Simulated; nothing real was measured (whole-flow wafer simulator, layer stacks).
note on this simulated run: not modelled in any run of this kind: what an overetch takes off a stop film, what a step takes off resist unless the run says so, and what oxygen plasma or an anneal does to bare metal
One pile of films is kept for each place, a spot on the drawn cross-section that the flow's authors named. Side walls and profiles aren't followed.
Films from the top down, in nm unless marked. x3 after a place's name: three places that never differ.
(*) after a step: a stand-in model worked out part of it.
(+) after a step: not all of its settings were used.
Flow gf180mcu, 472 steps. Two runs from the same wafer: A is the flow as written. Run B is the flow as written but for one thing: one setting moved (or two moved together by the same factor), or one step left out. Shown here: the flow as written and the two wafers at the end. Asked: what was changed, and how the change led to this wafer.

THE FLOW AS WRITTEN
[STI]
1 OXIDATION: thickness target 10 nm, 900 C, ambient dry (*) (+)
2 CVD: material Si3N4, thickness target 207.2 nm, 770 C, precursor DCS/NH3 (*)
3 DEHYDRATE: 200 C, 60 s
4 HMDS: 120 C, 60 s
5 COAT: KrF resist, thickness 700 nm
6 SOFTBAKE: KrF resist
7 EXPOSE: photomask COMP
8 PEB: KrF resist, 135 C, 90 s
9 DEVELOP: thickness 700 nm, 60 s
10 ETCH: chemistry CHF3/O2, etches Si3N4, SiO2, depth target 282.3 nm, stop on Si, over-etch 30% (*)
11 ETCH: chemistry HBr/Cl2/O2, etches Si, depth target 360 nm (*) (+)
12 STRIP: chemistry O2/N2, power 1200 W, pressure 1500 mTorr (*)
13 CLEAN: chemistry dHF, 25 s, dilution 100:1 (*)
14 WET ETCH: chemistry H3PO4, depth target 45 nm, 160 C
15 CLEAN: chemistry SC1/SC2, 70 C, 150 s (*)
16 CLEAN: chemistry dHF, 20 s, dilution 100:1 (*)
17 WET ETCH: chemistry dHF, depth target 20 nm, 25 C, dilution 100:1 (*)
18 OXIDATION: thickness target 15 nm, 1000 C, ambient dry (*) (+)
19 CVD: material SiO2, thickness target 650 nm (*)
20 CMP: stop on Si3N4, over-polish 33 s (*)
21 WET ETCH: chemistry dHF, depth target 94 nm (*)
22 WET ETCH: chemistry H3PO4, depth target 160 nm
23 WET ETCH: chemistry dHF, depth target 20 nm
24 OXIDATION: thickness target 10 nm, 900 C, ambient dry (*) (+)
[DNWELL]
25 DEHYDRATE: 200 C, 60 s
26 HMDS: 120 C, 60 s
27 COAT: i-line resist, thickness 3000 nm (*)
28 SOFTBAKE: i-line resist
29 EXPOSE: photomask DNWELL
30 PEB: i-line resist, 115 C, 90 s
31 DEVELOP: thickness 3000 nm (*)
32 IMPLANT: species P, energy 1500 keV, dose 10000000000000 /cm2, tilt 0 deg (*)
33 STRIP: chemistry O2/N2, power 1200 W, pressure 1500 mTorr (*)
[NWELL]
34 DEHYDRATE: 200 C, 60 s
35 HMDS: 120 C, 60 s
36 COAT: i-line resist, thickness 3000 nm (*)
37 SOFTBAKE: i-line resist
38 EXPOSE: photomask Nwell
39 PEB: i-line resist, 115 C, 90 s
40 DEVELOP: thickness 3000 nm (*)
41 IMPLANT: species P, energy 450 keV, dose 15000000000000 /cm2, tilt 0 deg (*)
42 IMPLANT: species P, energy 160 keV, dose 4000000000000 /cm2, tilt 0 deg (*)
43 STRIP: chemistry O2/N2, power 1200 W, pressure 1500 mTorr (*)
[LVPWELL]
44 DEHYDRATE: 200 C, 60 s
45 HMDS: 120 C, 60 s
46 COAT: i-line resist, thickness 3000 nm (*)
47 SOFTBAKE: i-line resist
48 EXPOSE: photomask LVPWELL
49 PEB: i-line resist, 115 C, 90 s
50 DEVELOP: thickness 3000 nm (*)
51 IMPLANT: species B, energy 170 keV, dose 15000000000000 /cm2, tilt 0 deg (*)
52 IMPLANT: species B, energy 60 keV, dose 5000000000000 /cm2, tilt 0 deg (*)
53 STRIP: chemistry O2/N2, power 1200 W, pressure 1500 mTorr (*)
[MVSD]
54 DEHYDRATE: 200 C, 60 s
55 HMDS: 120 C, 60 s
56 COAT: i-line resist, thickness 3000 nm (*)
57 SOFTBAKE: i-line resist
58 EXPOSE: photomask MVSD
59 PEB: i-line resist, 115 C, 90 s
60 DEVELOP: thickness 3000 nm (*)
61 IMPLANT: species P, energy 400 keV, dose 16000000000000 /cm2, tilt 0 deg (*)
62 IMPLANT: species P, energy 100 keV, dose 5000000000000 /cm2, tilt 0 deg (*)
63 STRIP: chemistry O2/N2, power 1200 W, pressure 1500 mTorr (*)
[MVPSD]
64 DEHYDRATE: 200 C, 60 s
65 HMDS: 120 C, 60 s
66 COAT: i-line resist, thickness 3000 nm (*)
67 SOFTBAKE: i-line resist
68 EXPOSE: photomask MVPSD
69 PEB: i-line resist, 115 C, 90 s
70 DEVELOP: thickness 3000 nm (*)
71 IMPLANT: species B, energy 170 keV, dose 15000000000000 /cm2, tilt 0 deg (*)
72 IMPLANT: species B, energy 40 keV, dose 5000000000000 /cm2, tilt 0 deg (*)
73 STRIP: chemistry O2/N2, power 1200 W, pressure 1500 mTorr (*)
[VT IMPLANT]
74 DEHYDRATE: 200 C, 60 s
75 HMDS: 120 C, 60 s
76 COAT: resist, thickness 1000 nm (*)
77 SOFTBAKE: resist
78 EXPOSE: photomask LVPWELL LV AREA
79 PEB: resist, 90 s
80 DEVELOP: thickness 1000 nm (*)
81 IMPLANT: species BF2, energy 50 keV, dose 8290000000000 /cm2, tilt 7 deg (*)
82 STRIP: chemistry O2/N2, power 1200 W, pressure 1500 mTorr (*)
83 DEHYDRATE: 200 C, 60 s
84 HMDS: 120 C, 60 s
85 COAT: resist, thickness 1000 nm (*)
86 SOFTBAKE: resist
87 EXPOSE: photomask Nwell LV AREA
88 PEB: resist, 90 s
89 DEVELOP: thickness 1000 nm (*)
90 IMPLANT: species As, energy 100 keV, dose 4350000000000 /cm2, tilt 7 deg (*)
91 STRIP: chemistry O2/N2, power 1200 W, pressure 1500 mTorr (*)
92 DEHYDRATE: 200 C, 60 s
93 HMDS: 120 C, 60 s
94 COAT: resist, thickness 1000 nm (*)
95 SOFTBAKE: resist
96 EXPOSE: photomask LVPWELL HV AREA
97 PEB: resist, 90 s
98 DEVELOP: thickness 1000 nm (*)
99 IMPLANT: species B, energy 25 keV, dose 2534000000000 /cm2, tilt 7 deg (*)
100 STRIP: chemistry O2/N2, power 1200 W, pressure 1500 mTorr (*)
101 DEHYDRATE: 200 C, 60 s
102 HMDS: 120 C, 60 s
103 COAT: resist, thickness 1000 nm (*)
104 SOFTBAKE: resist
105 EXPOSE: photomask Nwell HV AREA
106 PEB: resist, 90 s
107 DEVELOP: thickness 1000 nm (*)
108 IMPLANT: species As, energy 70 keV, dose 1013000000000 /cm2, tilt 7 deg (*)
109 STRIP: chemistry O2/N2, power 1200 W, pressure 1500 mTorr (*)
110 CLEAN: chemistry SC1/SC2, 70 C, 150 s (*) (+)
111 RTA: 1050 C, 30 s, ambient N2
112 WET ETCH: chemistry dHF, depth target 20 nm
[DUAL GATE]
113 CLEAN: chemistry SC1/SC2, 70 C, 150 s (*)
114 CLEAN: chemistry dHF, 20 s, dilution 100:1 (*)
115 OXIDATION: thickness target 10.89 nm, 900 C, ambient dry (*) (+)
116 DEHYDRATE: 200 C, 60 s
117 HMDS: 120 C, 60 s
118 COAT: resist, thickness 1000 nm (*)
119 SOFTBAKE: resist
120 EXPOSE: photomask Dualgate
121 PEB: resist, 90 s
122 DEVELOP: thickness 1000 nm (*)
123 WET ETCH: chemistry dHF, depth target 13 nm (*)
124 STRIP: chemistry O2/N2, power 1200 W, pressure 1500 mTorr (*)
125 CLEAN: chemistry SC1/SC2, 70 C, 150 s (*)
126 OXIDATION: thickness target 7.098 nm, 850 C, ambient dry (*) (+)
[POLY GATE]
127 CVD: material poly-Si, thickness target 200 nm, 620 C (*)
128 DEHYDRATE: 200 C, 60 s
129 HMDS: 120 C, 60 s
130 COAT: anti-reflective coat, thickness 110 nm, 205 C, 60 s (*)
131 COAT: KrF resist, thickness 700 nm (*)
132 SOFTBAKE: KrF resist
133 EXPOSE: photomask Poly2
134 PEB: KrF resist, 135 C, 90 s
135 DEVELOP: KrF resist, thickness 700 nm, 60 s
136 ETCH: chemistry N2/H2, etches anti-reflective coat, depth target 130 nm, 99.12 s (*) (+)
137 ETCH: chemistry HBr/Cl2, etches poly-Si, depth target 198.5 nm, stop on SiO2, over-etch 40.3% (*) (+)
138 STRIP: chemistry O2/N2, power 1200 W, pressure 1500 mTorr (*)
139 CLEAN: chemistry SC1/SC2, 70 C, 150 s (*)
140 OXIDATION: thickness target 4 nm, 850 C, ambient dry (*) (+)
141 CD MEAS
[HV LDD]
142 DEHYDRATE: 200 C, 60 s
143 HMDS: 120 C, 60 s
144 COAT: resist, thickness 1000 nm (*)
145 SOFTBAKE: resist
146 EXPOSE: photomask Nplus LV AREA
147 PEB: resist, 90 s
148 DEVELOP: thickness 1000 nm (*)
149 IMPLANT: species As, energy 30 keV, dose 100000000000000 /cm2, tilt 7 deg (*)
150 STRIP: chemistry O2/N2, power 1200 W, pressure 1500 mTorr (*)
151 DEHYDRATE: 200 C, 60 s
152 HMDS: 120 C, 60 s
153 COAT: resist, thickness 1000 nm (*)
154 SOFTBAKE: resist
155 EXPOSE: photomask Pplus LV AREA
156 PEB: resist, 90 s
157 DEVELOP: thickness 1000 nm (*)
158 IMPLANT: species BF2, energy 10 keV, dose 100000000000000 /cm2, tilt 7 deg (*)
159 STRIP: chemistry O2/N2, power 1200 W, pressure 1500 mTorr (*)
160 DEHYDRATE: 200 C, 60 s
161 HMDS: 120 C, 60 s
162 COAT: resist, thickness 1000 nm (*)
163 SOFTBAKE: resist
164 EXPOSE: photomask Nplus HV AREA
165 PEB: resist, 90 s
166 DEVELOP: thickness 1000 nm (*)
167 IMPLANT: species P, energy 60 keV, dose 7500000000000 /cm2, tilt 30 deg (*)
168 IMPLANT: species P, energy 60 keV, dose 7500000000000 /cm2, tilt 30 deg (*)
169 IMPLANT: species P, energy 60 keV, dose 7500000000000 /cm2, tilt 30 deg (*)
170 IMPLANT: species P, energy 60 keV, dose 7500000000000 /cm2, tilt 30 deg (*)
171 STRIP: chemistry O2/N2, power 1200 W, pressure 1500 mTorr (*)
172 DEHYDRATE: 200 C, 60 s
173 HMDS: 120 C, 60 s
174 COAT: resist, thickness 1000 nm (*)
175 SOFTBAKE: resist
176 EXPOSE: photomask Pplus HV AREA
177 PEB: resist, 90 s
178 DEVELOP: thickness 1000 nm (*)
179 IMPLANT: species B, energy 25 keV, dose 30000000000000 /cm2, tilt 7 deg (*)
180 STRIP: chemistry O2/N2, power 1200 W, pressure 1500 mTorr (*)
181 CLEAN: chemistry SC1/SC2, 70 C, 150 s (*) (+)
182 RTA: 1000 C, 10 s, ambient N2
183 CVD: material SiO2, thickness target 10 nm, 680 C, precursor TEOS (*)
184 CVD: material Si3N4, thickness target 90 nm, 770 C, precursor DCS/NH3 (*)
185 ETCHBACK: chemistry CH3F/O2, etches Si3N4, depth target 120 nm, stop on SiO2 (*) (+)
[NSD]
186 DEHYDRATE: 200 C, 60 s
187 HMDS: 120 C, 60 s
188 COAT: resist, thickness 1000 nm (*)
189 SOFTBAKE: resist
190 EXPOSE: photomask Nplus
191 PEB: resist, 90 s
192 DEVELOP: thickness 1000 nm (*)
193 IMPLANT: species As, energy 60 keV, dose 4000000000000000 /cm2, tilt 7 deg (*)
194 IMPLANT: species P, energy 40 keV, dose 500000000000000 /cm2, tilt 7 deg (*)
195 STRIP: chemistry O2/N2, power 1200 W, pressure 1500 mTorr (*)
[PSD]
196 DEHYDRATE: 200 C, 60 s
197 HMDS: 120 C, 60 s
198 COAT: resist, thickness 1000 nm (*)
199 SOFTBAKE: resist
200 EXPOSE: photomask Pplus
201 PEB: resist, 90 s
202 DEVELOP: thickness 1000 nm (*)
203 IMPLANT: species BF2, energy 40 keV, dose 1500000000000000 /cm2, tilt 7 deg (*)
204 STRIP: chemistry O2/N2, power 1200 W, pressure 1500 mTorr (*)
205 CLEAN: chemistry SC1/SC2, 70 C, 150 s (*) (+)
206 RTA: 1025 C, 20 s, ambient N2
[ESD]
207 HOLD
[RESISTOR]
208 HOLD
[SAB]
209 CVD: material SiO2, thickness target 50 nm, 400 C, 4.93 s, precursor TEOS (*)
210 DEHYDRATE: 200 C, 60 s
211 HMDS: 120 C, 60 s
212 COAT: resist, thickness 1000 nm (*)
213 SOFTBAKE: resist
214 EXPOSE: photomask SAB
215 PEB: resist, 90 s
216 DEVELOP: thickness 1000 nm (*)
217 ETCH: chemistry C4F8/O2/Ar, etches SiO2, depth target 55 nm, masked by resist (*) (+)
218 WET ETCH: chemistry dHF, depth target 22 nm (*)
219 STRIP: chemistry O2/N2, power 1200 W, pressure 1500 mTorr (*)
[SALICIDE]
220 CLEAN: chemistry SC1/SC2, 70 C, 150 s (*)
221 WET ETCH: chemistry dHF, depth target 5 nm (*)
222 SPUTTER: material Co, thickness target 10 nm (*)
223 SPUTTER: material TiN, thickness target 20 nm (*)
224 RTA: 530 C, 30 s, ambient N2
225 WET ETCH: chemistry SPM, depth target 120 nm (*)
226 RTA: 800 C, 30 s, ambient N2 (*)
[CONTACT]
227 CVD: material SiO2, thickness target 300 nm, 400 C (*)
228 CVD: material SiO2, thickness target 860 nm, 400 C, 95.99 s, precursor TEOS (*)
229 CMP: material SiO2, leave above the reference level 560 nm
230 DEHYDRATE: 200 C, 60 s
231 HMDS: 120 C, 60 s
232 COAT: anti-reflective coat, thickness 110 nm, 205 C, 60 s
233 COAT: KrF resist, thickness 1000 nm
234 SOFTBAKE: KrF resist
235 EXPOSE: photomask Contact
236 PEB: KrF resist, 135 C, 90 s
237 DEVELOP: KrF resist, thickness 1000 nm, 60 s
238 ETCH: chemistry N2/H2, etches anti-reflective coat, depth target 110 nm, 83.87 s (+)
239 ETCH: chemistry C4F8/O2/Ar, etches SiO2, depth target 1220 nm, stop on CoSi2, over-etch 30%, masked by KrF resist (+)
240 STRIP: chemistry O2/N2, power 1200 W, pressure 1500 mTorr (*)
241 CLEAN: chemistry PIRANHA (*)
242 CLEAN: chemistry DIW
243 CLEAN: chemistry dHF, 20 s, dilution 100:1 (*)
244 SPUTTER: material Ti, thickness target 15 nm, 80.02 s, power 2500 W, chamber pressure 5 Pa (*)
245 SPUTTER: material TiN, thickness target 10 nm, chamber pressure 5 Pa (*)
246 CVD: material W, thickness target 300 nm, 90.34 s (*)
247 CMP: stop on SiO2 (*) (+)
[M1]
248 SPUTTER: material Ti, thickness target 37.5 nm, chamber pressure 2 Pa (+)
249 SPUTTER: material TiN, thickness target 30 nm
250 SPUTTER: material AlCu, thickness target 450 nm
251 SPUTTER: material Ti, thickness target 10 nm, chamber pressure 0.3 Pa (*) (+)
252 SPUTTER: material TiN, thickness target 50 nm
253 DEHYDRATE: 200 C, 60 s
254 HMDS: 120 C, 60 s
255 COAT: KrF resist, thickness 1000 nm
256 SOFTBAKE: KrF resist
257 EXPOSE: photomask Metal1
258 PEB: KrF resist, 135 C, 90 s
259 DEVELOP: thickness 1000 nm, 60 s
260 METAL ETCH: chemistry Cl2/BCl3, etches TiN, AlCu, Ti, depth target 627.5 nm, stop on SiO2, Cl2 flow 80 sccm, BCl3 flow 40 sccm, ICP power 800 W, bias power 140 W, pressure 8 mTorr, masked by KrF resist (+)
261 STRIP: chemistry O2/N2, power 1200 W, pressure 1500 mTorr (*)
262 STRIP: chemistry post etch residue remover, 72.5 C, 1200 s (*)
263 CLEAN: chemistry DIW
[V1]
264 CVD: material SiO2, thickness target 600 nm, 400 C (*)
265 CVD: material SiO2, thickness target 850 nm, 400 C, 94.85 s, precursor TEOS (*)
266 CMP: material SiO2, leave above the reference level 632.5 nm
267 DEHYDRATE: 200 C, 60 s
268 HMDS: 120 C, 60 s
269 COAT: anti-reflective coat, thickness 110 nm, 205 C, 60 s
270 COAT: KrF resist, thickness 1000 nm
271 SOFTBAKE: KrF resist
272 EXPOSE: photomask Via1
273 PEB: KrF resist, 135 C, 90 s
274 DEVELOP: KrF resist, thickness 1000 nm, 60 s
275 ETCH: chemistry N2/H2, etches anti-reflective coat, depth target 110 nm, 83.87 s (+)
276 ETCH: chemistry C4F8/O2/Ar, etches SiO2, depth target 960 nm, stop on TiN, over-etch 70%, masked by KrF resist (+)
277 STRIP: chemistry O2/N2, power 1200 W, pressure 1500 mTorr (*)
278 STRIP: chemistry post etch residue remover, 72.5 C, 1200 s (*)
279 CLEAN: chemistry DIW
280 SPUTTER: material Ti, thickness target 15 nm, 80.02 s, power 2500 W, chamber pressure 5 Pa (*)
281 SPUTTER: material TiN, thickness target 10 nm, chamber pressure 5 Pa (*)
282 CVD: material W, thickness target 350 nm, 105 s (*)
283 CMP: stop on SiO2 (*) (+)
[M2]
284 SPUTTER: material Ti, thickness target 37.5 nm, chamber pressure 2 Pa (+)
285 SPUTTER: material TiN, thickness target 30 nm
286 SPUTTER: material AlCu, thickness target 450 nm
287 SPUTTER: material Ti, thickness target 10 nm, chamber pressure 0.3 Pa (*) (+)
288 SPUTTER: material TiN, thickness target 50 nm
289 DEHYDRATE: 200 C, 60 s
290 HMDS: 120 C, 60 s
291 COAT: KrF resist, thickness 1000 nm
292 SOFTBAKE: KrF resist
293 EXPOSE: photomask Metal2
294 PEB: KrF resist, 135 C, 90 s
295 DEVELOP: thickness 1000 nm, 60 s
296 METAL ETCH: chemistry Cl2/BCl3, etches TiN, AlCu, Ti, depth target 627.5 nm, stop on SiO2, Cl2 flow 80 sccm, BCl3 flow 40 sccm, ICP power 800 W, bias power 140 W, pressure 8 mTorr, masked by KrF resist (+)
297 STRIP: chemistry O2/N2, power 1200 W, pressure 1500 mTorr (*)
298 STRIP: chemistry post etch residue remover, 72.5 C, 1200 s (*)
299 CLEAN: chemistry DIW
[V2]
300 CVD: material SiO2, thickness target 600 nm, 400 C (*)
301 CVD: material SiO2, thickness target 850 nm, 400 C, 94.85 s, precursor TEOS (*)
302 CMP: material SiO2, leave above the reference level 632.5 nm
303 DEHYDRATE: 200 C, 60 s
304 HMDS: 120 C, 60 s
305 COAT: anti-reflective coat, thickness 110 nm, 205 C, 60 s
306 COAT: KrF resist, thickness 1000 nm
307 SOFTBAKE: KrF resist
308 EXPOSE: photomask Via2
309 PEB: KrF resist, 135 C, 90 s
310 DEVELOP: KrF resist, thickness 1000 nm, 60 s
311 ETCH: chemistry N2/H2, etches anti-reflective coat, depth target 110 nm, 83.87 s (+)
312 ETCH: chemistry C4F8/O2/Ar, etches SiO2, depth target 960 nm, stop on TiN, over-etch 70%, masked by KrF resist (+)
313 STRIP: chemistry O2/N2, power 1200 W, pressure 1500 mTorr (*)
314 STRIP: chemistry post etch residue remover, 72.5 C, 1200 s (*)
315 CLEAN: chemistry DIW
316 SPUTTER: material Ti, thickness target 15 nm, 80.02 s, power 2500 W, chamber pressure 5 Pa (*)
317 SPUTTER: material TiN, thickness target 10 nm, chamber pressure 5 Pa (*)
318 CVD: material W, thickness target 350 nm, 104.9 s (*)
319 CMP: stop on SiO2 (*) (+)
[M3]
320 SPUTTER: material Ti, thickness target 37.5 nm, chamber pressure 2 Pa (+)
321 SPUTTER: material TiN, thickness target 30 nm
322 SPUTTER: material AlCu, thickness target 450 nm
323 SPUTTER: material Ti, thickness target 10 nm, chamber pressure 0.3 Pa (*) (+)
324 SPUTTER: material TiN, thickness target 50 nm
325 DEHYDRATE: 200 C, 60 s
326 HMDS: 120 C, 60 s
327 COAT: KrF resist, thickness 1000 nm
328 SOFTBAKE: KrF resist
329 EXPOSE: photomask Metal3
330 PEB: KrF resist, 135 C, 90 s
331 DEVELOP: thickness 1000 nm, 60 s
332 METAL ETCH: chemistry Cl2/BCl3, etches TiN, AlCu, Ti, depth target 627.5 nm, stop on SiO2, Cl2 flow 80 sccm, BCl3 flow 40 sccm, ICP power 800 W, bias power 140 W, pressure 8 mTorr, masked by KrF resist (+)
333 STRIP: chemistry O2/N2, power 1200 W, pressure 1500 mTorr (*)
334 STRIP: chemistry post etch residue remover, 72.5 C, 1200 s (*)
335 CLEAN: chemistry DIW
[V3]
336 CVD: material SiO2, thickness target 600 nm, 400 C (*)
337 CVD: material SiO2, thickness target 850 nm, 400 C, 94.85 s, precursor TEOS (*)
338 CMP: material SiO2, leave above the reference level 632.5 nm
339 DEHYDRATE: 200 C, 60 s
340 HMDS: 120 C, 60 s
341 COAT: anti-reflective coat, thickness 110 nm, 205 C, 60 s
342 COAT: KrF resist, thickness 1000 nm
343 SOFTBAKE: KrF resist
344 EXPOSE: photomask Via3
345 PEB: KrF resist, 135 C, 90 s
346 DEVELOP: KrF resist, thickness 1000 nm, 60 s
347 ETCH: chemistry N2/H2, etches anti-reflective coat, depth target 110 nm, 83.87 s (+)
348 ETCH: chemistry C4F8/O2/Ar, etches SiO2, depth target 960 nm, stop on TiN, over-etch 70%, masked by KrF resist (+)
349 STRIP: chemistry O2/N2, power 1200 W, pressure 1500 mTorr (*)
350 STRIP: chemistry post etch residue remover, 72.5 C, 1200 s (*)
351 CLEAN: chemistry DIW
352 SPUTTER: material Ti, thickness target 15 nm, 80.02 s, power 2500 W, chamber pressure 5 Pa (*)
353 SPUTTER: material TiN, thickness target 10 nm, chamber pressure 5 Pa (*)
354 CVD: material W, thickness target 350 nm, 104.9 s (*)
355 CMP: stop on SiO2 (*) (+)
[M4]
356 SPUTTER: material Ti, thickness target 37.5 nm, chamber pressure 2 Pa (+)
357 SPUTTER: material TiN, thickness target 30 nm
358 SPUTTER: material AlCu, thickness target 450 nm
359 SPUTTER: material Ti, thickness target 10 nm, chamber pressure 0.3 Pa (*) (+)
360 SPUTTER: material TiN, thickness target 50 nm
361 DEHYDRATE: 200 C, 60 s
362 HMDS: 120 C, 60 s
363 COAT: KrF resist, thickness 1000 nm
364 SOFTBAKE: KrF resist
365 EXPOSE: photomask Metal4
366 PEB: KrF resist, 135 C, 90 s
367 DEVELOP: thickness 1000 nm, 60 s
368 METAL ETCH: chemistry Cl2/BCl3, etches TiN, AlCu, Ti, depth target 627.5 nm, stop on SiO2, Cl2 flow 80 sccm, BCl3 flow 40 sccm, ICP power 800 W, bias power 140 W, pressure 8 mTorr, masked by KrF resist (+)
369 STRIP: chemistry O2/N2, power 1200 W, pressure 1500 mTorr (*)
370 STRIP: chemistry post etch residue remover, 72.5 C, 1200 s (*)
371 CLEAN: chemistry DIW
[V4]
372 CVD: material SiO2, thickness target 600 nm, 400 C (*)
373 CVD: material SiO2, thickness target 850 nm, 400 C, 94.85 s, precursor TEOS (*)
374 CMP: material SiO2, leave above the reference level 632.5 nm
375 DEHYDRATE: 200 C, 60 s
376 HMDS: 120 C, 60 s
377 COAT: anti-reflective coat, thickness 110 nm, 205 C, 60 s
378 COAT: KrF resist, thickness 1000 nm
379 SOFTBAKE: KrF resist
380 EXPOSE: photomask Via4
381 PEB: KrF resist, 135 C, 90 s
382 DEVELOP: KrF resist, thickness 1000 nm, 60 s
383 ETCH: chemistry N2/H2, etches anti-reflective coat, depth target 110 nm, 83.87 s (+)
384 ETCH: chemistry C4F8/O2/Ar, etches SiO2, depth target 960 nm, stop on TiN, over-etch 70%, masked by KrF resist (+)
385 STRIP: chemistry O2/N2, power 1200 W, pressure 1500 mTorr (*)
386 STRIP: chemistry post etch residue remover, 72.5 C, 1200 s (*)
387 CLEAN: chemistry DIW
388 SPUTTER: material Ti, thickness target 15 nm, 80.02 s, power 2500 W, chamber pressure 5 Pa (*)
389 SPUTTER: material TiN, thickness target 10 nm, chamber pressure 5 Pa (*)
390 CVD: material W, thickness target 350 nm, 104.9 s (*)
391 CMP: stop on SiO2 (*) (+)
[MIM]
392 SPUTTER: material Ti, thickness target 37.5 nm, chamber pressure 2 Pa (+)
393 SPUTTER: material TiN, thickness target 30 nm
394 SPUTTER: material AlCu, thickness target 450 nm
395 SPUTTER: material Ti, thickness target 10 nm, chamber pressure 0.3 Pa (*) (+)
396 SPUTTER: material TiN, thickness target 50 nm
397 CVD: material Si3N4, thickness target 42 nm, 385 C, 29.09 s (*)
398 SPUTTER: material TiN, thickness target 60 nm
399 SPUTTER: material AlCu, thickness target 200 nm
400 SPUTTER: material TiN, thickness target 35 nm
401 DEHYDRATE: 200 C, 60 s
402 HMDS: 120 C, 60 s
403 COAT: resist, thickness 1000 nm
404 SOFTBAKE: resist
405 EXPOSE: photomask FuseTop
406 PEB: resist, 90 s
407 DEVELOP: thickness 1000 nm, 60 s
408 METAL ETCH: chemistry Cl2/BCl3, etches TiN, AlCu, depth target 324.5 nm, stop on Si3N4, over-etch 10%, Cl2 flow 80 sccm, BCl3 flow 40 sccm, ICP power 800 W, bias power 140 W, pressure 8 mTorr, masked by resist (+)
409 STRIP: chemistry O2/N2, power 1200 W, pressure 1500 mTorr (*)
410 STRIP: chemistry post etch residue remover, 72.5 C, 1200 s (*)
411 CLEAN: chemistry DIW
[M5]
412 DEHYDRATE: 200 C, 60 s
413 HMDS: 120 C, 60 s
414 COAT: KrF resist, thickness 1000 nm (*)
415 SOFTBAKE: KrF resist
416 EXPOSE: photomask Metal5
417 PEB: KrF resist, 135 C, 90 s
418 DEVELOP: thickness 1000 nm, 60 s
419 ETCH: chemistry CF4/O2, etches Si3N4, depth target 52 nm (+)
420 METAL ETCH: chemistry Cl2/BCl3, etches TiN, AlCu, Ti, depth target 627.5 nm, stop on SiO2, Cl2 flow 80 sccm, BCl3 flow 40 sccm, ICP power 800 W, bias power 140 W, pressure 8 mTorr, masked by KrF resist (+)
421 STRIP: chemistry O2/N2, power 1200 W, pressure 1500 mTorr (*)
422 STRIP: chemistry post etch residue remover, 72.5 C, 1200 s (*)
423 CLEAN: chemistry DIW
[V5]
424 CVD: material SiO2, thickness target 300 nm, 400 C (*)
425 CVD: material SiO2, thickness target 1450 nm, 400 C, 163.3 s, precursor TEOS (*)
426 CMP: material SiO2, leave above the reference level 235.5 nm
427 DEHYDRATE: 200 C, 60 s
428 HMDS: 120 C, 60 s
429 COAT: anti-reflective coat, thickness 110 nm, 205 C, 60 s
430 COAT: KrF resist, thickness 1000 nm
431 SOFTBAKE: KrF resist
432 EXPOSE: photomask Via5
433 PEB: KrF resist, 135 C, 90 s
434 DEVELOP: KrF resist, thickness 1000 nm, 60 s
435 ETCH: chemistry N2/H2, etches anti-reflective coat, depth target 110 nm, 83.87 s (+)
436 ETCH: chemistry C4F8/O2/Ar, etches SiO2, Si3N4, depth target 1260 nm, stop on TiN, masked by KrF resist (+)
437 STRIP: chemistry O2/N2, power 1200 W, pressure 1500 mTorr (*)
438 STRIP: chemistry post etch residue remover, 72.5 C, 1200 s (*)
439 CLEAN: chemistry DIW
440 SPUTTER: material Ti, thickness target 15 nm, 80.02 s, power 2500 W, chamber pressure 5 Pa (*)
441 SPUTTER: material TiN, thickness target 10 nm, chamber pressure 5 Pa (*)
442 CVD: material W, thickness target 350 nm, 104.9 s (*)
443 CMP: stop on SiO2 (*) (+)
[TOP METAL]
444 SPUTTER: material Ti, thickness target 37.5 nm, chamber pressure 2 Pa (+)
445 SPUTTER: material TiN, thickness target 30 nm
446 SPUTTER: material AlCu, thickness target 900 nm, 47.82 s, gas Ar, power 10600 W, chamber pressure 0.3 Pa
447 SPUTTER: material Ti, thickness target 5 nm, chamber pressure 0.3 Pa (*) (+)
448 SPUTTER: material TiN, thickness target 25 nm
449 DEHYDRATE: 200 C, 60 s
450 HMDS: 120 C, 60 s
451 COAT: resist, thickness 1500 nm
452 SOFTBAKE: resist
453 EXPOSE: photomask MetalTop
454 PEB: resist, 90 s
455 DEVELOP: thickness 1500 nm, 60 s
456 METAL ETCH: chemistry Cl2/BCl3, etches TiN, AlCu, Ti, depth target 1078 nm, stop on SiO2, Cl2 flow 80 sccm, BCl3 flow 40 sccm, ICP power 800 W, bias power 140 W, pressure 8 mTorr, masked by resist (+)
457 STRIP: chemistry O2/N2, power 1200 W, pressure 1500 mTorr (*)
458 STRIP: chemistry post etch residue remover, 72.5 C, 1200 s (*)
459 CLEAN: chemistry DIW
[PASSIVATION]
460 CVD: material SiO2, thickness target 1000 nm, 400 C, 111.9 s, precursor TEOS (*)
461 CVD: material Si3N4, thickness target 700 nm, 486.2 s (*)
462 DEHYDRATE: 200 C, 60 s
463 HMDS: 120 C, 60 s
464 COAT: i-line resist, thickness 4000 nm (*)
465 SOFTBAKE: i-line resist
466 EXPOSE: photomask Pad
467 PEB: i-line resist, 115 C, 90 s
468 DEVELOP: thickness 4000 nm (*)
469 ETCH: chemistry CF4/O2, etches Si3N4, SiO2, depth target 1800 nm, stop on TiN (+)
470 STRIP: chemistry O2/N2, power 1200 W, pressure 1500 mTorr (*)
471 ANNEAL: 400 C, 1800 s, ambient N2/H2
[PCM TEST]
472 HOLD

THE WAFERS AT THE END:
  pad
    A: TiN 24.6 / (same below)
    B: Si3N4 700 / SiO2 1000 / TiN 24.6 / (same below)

The cause: step 469, ETCH: chemistry CF4/O2, etches Si3N4, SiO2, depth target 1800 nm, stop on TiN (+), was left out.

How the change led to this, step by step:
  470 STRIP: chemistry O2/N2, power 1200 W, pressure 1500 mTorr (*)
      iso_ptap_pw, iso_ntap_nw, iso_nw_fld and 33 more: A i-line resist -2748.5 (all of it) | B i-line resist -3948.5 (all of it)
      field__w7, field__w11, field__w13, mim, ppoly_u, npoly_sal: A i-line resist -2802.7 (all of it) | B i-line resist -4002.7 (all of it)
      (and at 69 more places)
